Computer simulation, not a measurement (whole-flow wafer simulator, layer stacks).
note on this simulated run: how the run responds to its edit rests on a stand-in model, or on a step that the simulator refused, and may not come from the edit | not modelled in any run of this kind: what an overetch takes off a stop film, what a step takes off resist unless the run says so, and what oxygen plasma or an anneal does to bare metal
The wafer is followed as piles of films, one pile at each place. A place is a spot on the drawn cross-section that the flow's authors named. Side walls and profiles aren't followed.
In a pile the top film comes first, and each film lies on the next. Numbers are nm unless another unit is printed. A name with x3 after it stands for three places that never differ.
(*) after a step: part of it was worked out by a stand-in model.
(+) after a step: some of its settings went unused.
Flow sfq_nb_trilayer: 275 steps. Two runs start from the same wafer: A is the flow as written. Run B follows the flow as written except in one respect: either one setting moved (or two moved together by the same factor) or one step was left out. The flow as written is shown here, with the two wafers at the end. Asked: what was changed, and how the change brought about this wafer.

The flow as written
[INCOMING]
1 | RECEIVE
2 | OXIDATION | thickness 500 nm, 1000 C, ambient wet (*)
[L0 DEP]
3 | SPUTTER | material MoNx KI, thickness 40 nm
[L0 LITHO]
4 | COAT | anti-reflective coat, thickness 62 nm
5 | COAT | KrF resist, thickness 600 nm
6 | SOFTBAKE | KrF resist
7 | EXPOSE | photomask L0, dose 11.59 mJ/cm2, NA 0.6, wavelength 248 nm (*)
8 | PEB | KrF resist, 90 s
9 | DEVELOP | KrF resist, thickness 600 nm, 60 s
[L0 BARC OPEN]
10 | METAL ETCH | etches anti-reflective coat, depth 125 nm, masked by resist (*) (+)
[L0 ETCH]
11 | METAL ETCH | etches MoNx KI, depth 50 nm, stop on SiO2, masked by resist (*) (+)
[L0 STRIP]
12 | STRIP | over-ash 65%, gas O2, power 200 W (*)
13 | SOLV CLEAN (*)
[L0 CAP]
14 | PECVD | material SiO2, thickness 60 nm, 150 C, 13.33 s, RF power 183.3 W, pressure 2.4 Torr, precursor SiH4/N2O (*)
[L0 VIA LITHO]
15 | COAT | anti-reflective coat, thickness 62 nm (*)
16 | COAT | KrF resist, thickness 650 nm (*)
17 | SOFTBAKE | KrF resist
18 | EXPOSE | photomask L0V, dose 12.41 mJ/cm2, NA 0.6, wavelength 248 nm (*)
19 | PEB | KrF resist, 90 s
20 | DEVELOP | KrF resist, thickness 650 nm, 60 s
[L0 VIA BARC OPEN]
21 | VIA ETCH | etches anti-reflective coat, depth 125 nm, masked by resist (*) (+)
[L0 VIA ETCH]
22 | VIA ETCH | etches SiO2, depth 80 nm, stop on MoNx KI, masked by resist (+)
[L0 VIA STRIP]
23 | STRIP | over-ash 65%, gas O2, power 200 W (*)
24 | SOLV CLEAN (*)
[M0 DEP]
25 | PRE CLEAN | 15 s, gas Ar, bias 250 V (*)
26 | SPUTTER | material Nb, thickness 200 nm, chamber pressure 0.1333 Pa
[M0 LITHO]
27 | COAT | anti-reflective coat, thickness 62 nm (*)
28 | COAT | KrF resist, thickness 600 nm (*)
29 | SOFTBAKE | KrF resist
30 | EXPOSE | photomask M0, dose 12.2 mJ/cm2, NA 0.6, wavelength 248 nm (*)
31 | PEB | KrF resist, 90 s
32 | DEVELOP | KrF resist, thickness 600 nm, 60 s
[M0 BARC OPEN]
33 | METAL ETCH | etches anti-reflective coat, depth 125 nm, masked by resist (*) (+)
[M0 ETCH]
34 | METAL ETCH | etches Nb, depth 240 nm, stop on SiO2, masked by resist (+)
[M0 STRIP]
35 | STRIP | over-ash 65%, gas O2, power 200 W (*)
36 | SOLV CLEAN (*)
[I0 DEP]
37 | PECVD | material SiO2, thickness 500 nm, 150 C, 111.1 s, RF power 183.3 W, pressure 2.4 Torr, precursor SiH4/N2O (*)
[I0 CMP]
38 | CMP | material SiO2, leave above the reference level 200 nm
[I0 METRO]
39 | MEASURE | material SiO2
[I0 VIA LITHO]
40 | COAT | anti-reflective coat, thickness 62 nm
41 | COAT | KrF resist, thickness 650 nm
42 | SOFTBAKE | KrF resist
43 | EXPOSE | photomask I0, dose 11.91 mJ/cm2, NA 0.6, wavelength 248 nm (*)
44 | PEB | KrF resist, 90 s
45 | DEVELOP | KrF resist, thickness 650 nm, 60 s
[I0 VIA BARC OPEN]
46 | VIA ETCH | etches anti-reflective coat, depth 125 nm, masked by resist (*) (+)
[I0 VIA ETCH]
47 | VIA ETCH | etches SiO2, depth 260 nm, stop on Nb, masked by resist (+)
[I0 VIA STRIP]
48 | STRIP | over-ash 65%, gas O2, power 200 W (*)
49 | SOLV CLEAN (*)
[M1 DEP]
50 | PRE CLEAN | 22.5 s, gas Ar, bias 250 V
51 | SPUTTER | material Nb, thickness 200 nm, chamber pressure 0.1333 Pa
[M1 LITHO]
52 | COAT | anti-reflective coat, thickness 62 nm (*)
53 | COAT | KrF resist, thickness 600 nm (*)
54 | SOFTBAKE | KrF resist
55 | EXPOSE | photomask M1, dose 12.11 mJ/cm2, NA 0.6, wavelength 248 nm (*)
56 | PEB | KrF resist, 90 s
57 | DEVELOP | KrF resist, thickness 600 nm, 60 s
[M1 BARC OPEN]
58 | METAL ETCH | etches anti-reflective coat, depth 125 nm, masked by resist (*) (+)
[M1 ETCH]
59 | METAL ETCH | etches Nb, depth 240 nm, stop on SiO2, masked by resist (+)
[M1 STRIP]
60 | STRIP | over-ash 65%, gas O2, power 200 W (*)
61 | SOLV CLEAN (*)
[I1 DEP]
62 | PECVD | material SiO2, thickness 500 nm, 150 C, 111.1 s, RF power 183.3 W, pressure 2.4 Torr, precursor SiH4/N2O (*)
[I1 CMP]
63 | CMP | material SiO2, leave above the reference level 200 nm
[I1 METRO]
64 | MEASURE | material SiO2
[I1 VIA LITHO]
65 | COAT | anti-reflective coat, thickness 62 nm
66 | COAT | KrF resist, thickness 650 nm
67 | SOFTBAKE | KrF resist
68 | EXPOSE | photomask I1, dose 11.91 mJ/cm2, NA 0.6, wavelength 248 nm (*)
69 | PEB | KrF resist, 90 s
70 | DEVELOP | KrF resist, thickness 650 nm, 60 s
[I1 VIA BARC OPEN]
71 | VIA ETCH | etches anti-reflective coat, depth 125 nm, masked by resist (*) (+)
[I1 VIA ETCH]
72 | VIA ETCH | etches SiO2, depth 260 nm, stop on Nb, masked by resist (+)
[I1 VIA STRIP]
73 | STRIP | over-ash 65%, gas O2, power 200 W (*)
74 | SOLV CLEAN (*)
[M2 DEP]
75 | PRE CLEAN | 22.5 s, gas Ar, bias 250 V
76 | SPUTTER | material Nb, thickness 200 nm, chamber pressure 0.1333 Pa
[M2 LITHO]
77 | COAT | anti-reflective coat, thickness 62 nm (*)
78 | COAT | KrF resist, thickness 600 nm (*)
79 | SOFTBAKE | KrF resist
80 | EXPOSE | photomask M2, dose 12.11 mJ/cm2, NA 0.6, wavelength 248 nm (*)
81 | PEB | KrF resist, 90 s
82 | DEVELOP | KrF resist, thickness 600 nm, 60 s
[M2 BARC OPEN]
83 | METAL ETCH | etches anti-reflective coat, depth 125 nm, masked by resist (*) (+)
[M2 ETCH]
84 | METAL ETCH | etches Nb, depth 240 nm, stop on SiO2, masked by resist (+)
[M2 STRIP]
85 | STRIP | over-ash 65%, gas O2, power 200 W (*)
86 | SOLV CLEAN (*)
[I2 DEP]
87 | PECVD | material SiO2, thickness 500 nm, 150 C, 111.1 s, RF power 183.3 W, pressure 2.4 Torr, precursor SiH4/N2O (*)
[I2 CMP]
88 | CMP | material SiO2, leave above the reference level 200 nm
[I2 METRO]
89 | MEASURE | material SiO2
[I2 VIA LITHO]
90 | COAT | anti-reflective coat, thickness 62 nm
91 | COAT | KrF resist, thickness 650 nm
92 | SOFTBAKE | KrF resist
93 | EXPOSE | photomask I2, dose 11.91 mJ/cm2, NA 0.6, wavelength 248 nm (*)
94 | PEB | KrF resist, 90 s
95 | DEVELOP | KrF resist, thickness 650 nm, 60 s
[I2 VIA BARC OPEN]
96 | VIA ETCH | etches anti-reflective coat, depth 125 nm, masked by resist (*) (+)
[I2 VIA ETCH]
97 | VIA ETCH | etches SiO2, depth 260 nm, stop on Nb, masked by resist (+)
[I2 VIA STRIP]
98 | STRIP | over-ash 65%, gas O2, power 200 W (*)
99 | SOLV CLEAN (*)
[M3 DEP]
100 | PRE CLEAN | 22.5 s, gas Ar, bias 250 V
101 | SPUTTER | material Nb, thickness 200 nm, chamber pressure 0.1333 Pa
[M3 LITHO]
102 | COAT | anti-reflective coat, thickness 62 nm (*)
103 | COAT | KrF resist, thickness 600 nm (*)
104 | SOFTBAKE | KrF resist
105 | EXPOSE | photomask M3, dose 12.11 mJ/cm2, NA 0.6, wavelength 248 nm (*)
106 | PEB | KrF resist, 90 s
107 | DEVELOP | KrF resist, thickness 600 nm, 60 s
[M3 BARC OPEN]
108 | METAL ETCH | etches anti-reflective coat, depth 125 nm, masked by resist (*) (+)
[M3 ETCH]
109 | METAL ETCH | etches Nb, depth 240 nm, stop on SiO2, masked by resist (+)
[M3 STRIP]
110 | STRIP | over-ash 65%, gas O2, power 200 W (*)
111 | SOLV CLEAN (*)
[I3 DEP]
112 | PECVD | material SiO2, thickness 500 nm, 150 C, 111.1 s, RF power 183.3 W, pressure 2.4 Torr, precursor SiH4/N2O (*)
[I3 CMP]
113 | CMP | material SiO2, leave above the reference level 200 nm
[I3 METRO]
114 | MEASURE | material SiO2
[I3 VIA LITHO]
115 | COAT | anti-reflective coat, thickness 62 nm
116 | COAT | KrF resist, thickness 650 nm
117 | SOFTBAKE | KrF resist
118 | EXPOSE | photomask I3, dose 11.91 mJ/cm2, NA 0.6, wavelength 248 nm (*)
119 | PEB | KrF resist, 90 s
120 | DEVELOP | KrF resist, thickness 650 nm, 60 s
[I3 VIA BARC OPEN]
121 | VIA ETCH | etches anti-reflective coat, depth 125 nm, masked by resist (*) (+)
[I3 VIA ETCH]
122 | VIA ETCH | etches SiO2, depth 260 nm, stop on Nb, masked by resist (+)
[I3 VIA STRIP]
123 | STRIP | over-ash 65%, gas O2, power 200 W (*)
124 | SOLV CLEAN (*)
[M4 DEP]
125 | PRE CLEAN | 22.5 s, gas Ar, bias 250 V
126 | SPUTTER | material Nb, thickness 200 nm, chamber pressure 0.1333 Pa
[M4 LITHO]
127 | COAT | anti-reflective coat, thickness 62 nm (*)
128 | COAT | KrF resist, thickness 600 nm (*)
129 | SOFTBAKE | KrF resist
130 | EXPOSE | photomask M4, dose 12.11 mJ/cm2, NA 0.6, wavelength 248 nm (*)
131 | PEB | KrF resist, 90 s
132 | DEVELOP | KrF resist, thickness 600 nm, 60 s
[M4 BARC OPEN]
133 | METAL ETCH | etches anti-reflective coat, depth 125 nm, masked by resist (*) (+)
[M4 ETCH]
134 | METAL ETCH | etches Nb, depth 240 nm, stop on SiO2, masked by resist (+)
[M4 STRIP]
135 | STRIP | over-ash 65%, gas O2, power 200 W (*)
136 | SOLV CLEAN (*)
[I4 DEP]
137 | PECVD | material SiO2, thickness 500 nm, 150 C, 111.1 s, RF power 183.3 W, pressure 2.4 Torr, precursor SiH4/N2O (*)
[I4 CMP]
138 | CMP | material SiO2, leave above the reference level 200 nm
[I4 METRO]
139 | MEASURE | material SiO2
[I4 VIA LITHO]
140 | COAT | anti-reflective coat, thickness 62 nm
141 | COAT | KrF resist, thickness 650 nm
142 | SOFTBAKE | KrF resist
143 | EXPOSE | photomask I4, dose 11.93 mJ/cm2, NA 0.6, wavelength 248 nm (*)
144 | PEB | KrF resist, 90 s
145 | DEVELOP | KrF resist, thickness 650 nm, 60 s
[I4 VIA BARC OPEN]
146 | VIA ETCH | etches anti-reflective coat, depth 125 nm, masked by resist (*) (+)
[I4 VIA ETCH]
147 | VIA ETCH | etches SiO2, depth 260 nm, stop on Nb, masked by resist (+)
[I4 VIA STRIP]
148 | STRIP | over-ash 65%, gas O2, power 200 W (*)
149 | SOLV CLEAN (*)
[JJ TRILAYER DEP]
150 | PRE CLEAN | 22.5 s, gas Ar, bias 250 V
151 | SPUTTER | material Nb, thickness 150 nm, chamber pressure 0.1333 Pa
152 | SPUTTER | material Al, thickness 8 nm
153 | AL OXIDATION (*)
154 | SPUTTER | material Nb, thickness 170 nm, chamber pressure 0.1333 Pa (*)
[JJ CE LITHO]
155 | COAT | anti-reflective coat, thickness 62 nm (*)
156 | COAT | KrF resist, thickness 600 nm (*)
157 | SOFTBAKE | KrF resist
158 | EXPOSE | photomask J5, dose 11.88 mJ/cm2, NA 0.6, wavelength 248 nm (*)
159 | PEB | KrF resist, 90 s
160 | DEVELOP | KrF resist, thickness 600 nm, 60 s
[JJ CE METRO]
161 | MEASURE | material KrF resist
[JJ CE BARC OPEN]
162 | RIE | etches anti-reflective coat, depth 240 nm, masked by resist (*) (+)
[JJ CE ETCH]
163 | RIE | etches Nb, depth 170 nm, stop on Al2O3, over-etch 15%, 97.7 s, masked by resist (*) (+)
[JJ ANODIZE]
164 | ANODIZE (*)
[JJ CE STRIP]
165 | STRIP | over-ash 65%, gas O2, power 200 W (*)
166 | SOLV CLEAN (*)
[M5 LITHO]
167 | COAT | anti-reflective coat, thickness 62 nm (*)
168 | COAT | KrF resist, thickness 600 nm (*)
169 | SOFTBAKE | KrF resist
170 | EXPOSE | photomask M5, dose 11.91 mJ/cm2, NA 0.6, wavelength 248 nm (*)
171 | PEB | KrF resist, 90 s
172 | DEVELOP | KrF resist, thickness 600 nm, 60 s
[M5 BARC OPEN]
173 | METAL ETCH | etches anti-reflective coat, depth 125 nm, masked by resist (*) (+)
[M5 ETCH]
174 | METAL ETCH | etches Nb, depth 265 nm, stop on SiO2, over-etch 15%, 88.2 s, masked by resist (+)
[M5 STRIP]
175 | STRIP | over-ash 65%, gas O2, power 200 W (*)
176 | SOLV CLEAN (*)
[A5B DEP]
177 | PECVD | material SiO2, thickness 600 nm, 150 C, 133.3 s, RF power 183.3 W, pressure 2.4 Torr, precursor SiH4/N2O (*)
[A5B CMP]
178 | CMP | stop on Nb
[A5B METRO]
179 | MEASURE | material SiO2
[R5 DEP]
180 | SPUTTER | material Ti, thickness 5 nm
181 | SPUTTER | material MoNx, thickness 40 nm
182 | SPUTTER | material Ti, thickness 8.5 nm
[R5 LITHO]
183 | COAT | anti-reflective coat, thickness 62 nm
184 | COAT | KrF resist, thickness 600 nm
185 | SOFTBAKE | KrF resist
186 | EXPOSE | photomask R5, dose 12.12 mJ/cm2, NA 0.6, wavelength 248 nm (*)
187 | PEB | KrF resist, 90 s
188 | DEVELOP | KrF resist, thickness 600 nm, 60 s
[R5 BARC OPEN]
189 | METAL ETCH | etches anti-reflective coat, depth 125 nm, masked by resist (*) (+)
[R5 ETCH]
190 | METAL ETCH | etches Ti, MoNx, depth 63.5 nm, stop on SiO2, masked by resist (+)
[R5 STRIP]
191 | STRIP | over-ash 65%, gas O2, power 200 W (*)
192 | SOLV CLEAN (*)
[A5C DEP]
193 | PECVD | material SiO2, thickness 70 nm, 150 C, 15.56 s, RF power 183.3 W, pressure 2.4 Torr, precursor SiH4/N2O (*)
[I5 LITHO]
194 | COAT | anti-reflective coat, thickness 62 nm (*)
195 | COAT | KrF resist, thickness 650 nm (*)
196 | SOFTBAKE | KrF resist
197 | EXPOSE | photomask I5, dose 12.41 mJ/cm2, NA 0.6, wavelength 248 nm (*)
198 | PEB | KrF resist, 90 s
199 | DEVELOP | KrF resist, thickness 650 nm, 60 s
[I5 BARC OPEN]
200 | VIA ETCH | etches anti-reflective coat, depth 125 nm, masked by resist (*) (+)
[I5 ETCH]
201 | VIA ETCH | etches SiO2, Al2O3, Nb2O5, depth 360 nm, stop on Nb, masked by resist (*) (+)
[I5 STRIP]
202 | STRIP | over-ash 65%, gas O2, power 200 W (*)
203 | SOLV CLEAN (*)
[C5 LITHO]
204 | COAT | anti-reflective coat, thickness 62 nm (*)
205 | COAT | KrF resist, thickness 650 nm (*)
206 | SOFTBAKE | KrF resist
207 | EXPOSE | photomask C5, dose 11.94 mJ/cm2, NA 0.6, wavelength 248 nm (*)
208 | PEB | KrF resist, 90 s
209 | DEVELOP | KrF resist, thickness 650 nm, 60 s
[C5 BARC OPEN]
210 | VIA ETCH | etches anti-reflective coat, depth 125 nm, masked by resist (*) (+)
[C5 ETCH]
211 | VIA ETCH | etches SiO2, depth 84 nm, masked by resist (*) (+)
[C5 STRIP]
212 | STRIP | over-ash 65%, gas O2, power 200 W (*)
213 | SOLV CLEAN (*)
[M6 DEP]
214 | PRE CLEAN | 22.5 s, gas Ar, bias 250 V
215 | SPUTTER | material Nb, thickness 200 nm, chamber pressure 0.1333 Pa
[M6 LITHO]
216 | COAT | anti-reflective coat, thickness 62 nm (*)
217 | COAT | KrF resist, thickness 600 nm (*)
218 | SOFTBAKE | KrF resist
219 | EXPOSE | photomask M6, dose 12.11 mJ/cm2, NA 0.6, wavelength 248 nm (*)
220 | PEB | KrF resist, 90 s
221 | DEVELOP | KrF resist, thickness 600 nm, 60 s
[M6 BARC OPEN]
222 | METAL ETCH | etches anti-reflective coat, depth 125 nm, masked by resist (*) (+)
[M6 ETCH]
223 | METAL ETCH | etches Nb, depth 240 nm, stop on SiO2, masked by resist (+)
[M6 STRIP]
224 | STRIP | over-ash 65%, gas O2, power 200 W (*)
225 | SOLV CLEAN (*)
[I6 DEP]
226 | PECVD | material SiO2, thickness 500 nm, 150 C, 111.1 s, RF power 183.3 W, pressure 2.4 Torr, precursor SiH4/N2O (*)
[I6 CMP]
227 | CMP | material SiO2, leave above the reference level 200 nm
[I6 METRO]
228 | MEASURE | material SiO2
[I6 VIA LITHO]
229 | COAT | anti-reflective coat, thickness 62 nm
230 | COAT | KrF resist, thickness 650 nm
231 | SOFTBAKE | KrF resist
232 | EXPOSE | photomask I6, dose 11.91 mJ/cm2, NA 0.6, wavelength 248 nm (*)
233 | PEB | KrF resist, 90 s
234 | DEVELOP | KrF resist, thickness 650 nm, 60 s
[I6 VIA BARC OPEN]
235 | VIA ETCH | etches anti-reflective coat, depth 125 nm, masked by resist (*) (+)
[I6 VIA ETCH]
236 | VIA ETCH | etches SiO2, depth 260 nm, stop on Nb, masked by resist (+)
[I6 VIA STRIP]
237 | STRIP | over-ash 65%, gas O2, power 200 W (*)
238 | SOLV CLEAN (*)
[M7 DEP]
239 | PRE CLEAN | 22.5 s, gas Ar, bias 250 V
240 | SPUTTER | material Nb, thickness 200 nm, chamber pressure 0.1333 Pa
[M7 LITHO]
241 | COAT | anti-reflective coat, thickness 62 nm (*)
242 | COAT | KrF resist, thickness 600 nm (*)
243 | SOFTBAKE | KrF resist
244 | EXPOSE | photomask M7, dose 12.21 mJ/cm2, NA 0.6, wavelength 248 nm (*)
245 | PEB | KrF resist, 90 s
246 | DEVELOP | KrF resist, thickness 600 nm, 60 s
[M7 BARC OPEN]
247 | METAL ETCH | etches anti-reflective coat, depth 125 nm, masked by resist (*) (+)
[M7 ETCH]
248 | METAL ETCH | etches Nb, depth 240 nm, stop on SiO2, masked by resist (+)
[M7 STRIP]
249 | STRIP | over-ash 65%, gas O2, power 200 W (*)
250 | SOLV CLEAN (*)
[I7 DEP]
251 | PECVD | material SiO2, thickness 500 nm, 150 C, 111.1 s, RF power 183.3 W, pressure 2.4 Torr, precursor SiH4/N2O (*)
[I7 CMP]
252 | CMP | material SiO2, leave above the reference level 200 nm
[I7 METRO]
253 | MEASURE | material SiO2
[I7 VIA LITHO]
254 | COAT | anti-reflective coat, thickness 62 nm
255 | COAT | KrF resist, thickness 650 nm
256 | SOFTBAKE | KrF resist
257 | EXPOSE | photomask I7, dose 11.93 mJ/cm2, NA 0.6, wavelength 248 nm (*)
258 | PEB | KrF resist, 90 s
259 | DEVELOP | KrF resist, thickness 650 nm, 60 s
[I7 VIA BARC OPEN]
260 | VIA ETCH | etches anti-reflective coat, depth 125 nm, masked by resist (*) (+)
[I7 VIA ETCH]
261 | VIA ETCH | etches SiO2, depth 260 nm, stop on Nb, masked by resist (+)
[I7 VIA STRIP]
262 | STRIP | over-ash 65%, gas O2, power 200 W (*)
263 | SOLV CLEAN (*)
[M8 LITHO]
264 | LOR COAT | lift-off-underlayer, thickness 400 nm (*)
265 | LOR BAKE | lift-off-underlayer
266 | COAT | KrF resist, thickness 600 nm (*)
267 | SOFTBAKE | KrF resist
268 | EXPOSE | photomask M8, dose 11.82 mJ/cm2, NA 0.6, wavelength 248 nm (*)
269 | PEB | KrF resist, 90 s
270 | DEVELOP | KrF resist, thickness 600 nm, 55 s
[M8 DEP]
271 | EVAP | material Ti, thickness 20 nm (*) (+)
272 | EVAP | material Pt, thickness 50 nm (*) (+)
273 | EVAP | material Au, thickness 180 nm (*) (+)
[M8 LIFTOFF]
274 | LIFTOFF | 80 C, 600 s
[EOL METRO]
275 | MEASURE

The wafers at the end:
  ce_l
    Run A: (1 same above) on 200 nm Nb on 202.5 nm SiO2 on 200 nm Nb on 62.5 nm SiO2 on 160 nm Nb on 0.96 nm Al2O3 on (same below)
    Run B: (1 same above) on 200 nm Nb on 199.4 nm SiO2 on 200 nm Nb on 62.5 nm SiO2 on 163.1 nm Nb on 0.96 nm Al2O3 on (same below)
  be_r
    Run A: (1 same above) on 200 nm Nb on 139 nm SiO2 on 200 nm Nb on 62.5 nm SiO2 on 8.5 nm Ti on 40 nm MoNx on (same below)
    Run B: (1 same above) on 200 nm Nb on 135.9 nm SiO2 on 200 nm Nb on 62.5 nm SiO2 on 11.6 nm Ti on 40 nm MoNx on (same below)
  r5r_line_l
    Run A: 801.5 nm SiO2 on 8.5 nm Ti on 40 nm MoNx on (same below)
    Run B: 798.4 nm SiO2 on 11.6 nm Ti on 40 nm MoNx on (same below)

Cause: step 182, SPUTTER: thickness 11.6 nm was run, whereas the flow has thickness 8.5 nm.
The wafer lets one read it off: be_r has Ti 11.6, and step 182 as written asks for 8.5 nm.

Step by step, how the change led to this:
  182 | SPUTTER | material Ti, thickness 8.5 nm
      field_l, v_sur, via_wl and 103 more: A Ti gains 8.5 (new film) | B Ti gains 11.6 (new film)
  190 | METAL ETCH | etches Ti, MoNx, depth 63.5 nm, stop on SiO2, masked by resist (+)
      field_l, v_sur, via_wl and 92 more: A Ti loses 8.5 (all of it), MoNx loses 40 (all of it), Ti loses 5 (all of it) | B Ti loses 11.6 (all of it), MoNx loses 40 (all of it), Ti loses 5 (all of it)
      ce_l, c5j, ce_r, wl_jj: A Ti loses 8.5 (all of it), MoNx loses 40 (all of it), Ti loses 5 (all of it), Nb loses 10 | B Ti loses 11.6 (all of it), MoNx loses 40 (all of it), Ti loses 5 (all of it), Nb loses 6.9
  194 | COAT | anti-reflective coat, thickness 62 nm (*)
      ce_l: A anti-reflective coat gains 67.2 (new film) | B anti-reflective coat gains 65.8 (new film)
      ce_r: A anti-reflective coat gains 68.1 (new film) | B anti-reflective coat gains 66.6 (new film)
  202 | STRIP | over-ash 65%, gas O2, power 200 W (*)
      ce_l: A KrF resist loses 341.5 (all of it), anti-reflective coat loses 67.2 (all of it) | B KrF resist loses 340.7 (all of it), anti-reflective coat loses 65.8 (all of it)
      ce_r: A KrF resist loses 346.1 (all of it), anti-reflective coat loses 68.1 (all of it) | B KrF resist loses 345.6 (all of it), anti-reflective coat loses 66.6 (all of it)
  204 | COAT | anti-reflective coat, thickness 62 nm (*)
      ce_l: A anti-reflective coat gains 66 (new film) | B anti-reflective coat gains 64.6 (new film)
      ce_r: A anti-reflective coat gains 67.2 (new film) | B anti-reflective coat gains 65.6 (new film)
  212 | STRIP | over-ash 65%, gas O2, power 200 W (*)
      ce_l: A KrF resist loses 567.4 (all of it), anti-reflective coat loses 66 (all of it) | B KrF resist loses 566.8 (all of it), anti-reflective coat loses 64.6 (all of it)
      ce_r: A KrF resist loses 573.7 (all of it), anti-reflective coat loses 67.2 (all of it) | B KrF resist loses 573.6 (all of it), anti-reflective coat loses 65.6 (all of it)
  216 | COAT | anti-reflective coat, thickness 62 nm (*)
      sp_r: A anti-reflective coat gains 65.9 (new film) | B anti-reflective coat gains 67.5 (new film)
  224 | STRIP | over-ash 65%, gas O2, power 200 W (*)
      sp_r: A KrF resist loses 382 (all of it), anti-reflective coat loses 65.9 (all of it) | B KrF resist loses 381.9 (all of it), anti-reflective coat loses 67.5 (all of it)
